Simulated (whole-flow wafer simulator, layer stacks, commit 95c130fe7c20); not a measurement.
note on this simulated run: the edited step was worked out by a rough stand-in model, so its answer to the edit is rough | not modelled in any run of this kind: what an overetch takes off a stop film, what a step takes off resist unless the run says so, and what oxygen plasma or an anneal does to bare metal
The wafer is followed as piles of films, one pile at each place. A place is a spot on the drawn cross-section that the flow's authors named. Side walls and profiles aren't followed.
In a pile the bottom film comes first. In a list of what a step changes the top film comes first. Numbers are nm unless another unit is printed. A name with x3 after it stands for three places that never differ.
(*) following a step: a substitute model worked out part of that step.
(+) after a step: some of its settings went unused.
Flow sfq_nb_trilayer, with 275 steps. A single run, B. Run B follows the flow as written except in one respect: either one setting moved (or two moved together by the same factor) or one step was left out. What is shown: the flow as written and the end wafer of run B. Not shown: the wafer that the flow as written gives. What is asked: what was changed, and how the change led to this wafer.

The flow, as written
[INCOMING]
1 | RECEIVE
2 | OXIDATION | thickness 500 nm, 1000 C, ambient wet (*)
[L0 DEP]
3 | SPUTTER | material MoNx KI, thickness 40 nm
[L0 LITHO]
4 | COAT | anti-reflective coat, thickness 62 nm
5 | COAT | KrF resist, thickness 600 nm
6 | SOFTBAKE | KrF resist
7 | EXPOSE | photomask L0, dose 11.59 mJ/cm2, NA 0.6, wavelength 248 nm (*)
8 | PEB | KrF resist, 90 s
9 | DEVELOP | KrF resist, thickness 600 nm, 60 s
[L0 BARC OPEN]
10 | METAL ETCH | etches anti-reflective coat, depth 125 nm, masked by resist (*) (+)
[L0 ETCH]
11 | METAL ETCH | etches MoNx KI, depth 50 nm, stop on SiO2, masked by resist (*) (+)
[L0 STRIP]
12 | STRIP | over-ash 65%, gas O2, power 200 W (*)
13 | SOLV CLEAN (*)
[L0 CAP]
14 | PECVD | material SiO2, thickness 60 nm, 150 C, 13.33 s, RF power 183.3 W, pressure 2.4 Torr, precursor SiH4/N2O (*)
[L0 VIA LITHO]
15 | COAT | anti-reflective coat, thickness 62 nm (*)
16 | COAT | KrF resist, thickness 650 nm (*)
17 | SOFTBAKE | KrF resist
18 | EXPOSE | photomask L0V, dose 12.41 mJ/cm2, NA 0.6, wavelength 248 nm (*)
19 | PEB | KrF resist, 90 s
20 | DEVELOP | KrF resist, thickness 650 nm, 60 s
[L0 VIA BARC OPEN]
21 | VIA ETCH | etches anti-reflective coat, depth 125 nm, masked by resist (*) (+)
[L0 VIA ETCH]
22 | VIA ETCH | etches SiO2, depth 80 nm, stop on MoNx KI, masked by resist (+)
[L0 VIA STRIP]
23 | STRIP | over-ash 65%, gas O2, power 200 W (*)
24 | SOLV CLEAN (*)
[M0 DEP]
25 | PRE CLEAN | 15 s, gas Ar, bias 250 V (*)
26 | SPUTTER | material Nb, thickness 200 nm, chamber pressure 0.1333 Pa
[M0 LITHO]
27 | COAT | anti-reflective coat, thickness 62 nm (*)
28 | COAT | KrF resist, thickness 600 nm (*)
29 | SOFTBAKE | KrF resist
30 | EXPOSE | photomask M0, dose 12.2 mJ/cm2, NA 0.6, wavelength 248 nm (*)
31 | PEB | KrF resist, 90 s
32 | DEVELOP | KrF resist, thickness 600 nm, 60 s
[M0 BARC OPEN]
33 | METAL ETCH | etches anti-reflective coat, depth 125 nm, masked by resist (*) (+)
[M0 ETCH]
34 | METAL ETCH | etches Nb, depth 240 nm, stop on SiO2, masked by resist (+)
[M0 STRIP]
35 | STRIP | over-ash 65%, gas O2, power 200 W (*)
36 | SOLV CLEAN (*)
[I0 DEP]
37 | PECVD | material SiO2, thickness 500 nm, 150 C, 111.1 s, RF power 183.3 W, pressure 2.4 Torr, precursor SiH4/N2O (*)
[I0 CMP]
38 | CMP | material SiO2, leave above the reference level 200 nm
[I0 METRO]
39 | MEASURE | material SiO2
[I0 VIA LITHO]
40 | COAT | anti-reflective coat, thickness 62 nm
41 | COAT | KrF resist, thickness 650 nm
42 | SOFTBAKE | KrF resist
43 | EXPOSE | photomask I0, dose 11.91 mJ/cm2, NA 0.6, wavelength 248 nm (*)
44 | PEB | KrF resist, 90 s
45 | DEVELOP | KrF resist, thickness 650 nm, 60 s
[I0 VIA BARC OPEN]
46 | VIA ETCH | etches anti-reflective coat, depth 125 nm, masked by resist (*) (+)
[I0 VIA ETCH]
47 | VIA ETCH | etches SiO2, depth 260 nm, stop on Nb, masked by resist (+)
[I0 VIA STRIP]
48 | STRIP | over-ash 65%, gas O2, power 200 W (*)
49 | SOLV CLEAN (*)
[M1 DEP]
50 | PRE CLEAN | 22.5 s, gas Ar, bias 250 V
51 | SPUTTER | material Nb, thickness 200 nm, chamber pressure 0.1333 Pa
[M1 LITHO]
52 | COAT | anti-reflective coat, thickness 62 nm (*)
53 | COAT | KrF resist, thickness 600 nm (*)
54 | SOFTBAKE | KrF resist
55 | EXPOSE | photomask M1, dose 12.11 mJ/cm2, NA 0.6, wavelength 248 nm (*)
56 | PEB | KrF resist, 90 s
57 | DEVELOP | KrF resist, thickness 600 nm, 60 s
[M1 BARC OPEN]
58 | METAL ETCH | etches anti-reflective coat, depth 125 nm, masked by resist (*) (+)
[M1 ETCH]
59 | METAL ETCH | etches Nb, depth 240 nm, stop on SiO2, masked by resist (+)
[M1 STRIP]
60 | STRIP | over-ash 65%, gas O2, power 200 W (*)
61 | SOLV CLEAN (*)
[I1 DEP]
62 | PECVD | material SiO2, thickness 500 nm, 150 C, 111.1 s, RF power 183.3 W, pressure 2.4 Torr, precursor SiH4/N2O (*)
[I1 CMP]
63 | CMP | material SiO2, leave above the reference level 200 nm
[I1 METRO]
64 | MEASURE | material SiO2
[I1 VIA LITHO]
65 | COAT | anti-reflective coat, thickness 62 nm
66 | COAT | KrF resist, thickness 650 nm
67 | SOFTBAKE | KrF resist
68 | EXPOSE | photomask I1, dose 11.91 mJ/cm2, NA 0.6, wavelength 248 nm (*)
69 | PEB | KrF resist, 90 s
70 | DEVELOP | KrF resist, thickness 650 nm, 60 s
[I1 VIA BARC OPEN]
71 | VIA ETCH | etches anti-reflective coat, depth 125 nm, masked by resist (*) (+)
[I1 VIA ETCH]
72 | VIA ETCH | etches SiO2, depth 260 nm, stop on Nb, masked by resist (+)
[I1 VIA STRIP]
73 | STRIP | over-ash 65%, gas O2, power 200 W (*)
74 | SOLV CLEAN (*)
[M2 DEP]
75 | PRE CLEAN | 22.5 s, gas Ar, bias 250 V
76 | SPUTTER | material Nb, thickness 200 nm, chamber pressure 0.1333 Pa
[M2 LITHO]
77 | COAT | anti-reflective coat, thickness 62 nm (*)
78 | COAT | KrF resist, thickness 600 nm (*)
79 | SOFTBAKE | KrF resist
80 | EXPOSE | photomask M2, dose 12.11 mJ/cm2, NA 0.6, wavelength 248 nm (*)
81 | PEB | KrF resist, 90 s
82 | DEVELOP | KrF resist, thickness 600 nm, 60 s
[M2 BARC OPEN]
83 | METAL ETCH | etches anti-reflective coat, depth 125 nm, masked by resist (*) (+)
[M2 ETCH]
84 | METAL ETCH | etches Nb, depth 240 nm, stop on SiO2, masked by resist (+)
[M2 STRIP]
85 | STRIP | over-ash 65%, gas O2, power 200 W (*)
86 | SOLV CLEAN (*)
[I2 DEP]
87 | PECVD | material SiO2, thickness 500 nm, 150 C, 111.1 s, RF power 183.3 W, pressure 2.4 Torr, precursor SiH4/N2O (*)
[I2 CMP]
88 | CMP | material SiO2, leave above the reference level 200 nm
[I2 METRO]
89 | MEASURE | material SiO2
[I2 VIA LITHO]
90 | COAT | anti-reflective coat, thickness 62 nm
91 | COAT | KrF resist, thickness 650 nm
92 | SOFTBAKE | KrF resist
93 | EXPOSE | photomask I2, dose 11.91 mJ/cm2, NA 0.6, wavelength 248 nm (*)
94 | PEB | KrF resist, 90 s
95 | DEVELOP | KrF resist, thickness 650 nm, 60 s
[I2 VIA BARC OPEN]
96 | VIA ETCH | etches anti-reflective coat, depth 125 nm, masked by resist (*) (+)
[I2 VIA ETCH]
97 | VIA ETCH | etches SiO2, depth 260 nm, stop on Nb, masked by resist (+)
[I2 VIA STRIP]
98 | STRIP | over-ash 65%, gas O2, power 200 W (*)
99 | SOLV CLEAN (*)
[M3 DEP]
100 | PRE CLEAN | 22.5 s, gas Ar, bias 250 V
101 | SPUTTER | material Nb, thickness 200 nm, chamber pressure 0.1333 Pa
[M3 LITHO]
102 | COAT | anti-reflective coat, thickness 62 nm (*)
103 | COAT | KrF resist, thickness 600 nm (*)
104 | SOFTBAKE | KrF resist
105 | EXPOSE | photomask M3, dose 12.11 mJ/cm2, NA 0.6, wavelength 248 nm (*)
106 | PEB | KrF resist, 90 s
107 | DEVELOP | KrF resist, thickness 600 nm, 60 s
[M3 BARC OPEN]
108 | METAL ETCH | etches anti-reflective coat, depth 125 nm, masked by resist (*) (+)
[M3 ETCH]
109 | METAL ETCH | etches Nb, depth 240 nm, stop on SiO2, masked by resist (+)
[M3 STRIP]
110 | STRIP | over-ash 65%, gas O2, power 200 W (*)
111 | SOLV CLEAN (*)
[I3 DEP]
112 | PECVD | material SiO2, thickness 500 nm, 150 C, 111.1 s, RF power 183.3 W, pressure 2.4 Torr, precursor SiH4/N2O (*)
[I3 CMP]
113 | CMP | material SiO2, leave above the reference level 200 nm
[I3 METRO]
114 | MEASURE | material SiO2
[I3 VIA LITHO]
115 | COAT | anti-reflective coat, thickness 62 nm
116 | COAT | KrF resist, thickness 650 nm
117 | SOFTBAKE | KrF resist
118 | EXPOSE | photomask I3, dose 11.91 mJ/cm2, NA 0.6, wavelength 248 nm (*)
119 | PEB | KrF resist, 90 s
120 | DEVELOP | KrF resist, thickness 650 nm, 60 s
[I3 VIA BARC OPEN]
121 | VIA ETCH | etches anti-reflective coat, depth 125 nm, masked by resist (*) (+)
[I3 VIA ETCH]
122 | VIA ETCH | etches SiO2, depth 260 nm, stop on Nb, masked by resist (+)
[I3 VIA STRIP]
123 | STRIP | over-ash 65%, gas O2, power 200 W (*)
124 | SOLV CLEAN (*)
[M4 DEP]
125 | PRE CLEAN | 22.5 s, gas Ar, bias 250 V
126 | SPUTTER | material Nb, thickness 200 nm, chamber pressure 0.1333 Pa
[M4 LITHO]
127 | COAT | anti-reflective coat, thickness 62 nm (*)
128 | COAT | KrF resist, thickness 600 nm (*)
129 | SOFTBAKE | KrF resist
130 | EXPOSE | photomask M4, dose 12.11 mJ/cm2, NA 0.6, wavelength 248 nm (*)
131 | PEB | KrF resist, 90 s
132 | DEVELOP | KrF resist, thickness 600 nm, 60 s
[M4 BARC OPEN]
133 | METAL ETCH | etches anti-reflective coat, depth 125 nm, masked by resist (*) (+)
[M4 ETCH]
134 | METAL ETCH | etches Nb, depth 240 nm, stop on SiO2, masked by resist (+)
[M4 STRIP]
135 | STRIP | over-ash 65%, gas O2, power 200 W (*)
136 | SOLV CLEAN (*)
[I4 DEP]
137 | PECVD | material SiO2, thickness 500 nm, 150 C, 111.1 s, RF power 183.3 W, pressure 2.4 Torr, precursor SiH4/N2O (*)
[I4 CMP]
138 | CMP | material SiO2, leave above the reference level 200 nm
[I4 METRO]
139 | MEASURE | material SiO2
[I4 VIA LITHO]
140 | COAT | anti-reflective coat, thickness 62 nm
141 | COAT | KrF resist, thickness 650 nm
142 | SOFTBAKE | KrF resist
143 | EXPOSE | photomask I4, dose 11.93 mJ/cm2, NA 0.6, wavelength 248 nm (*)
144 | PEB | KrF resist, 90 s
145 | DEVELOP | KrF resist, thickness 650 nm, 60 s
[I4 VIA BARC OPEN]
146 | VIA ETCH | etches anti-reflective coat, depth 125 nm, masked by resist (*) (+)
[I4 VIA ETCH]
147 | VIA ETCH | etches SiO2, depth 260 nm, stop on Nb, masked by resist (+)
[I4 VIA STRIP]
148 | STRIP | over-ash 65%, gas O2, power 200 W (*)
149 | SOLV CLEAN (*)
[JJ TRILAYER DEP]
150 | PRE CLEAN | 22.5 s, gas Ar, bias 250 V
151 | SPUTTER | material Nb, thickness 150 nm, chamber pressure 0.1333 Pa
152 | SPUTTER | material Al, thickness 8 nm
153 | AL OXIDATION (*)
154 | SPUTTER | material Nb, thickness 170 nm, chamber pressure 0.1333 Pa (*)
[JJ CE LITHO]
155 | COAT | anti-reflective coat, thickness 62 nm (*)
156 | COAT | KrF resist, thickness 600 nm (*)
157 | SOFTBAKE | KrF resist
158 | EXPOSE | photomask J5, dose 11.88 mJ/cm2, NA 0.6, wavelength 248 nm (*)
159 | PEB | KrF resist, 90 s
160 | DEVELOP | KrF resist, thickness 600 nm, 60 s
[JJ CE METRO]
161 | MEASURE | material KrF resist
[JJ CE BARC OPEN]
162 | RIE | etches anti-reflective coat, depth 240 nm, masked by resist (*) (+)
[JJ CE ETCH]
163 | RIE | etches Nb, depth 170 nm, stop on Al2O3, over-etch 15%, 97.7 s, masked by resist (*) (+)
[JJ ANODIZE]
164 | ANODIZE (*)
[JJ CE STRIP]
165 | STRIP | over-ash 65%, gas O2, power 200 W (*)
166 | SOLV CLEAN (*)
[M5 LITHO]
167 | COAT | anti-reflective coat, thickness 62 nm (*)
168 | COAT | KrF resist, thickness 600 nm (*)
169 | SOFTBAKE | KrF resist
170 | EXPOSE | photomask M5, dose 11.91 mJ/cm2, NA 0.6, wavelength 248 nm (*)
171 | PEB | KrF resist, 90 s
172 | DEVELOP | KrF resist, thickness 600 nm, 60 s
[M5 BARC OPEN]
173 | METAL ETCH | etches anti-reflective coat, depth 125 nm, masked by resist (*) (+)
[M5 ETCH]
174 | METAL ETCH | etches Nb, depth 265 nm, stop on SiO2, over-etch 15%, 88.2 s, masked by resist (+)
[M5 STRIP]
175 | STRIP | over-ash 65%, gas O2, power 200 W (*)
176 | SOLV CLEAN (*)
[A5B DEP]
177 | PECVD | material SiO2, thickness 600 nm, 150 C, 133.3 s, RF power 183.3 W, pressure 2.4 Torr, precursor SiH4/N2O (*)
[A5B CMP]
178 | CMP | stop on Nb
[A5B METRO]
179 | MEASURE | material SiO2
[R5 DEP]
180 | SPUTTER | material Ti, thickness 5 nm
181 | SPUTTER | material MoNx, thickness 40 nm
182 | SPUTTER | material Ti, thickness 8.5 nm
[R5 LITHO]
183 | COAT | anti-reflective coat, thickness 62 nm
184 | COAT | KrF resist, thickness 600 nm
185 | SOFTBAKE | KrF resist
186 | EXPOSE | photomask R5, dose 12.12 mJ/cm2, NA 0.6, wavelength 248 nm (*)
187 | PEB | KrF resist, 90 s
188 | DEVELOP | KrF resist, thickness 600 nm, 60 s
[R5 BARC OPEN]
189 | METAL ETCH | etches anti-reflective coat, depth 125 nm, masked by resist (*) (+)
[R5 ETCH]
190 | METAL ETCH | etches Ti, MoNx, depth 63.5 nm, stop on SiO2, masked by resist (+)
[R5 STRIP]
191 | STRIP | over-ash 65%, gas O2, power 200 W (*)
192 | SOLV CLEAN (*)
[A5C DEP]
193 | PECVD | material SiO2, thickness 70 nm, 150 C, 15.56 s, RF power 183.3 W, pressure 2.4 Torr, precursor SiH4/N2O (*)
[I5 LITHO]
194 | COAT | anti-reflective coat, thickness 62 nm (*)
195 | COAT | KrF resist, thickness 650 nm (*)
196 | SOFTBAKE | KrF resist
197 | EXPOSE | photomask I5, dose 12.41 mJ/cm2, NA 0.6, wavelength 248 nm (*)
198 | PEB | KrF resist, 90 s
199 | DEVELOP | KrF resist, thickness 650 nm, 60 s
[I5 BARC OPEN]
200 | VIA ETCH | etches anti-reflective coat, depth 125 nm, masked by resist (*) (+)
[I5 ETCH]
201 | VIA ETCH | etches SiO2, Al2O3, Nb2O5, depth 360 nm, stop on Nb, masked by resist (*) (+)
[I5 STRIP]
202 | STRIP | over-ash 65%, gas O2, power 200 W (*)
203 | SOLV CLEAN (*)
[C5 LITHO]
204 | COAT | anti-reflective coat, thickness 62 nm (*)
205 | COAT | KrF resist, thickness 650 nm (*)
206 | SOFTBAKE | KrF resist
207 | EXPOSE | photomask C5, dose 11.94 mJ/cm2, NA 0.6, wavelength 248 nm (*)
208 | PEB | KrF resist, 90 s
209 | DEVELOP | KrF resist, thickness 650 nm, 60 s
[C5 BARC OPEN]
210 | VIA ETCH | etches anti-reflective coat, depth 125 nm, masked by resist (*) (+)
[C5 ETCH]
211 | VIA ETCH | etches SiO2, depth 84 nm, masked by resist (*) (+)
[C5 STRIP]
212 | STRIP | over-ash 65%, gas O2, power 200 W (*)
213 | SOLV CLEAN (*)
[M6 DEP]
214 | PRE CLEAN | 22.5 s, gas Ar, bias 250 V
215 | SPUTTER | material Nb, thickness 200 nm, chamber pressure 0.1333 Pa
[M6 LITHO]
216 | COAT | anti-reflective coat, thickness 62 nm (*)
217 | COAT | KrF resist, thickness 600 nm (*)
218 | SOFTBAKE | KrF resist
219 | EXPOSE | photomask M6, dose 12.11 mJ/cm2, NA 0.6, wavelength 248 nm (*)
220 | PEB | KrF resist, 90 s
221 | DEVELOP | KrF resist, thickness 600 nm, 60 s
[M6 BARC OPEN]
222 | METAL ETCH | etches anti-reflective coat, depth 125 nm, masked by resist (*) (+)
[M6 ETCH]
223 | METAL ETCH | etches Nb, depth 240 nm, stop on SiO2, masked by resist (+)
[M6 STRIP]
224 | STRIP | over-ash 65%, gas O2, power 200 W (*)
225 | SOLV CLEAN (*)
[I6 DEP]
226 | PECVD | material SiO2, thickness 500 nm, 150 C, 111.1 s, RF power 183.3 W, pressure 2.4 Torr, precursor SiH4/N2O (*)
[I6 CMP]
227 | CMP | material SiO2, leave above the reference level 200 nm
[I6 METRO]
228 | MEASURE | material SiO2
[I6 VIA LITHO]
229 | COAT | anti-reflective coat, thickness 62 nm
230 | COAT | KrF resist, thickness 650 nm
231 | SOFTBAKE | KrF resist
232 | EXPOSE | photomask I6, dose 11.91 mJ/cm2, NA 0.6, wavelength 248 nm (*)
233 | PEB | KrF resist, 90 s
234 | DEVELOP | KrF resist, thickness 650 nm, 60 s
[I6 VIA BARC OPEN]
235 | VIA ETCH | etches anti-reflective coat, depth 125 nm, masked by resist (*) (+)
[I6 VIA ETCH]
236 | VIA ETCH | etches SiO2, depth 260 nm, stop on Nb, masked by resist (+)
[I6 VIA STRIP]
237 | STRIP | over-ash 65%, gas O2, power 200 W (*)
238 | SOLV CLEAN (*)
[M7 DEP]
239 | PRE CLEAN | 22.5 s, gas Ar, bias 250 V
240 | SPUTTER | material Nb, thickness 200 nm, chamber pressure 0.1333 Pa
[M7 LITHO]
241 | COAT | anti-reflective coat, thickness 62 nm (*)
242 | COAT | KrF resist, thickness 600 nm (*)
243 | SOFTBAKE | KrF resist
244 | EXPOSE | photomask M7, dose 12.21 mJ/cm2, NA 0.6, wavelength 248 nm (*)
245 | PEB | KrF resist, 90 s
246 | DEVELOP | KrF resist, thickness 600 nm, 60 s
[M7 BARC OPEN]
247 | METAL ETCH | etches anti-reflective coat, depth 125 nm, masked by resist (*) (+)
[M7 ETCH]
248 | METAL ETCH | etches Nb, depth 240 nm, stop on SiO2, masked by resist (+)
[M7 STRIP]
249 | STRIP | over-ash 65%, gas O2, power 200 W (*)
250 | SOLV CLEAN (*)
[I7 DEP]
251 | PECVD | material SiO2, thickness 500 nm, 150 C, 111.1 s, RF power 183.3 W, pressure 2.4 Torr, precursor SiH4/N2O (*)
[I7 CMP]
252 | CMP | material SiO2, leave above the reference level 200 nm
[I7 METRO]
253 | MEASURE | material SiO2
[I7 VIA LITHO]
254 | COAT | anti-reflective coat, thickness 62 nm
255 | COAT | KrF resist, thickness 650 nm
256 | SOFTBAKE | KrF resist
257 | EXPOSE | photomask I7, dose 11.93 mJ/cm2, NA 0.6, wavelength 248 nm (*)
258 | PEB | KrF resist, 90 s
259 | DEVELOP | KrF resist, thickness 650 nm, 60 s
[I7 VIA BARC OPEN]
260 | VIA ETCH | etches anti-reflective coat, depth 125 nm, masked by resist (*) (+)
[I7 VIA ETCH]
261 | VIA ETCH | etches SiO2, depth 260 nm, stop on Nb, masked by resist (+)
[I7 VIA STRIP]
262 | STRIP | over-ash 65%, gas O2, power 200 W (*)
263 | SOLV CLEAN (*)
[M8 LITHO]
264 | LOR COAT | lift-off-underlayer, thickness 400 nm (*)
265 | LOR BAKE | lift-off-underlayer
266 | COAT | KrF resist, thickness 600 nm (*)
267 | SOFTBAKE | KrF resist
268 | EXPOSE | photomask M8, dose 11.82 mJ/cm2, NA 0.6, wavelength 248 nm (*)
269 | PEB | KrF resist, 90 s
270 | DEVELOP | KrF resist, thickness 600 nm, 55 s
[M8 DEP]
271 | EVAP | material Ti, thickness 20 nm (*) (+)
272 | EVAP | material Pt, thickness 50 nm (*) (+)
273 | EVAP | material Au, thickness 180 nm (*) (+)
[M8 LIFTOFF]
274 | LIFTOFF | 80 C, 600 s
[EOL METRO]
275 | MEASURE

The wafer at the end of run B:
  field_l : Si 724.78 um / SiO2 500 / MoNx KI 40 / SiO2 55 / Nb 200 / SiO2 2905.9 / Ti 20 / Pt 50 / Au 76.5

The reason: step 273, EVAP: thickness 76.5 nm was run, while the flow as written has thickness 180 nm.
The wafer lets one read it off: field_l has Au 76.5, and step 273 as written asks for 180 nm.

The path from the change to this, step by step:
  273 | EVAP | material Au, thickness 180 nm (*) (+)
      field_l, v_sur, via_wl and 103 more: Au gains 76.5 (new film) (in the flow as written it would be: Au gains 180 (new film))
  274 | LIFTOFF | 80 C, 600 s
      p4_fl, p4_fm, p4_w1 and 71 more: Au loses 76.5 (all of it), Pt loses 50 (all of it), Ti loses 20 (all of it), KrF resist loses 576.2 (all of it), lift-off-underlayer loses 400 (all of it) (in the flow as written it would be: Au loses 180 (all of it), Pt loses 50 (all of it), Ti loses 20 (all of it), KrF resist loses 576.2 (all of it), lift-off-underlayer loses 400 (all of it))
      c5j, ce_r: Au loses 76.5 (all of it), Pt loses 50 (all of it), Ti loses 20 (all of it), KrF resist loses 573.3 (all of it), lift-off-underlayer loses 399.3 (all of it) (in the flow as written it would be: Au loses 180 (all of it), Pt loses 50 (all of it), Ti loses 20 (all of it), KrF resist loses 573.3 (all of it), lift-off-underlayer loses 399.3 (all of it))
      (also at 19 further places)
